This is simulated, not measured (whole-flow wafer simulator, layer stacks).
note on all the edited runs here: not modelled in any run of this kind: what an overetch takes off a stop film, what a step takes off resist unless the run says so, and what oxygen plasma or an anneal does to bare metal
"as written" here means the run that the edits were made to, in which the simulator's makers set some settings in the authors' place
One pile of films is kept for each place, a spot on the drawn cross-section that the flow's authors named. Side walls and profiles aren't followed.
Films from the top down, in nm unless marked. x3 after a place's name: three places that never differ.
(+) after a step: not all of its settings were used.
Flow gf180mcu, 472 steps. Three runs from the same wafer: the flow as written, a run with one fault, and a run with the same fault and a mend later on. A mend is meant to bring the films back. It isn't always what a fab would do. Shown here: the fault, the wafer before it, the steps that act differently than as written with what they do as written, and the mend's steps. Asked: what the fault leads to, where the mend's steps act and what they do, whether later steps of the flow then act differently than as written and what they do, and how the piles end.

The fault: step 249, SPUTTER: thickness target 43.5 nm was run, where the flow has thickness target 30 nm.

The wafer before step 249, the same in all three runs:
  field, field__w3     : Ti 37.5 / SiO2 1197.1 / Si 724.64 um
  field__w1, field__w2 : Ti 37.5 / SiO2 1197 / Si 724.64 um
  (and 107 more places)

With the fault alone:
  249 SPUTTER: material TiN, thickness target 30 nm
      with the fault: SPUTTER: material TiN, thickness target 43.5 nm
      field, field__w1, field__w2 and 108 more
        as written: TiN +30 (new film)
        with the fault: TiN +43.5 (new film)
  Later steps of the flow that act differently than as written:
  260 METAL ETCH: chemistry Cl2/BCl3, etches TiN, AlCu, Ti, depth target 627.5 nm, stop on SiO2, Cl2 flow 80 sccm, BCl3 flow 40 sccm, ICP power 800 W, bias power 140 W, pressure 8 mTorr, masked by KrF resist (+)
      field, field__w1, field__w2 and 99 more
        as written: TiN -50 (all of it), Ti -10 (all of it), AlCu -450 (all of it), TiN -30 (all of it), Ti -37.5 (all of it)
        with the fault: TiN -50 (all of it), Ti -10 (all of it), AlCu -450 (all of it), TiN -43.5 (all of it), Ti -37.5 (all of it)
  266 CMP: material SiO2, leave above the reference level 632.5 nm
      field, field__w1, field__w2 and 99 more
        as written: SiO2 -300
        with the fault: SiO2 -286.5
  At the end the piles differ from the flow's by more than 2% or 0.5 nm, whichever is larger, at field__w8, contact, m1 and 6 more.
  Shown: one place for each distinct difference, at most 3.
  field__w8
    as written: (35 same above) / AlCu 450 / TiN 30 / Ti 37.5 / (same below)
    with the fault: (35 same above) / AlCu 450 / TiN 43.5 / Ti 37.5 / (same below)
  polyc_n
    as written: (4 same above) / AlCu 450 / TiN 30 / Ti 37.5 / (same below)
    with the fault: (4 same above) / AlCu 450 / TiN 43.5 / Ti 37.5 / (same below)
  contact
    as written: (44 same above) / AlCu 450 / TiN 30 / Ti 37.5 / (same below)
    with the fault: (44 same above) / AlCu 450 / TiN 43.5 / Ti 37.5 / (same below)

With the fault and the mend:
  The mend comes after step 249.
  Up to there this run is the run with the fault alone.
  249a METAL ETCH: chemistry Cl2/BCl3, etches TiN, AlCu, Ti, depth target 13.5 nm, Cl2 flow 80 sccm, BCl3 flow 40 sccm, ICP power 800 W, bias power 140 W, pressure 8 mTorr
      field, field__w1, field__w2 and 108 more
        TiN -13.5
  No later step of the flow acts differently than as written at any place that is followed.
  At the end the piles are the same as the flow's at every place that both follow.
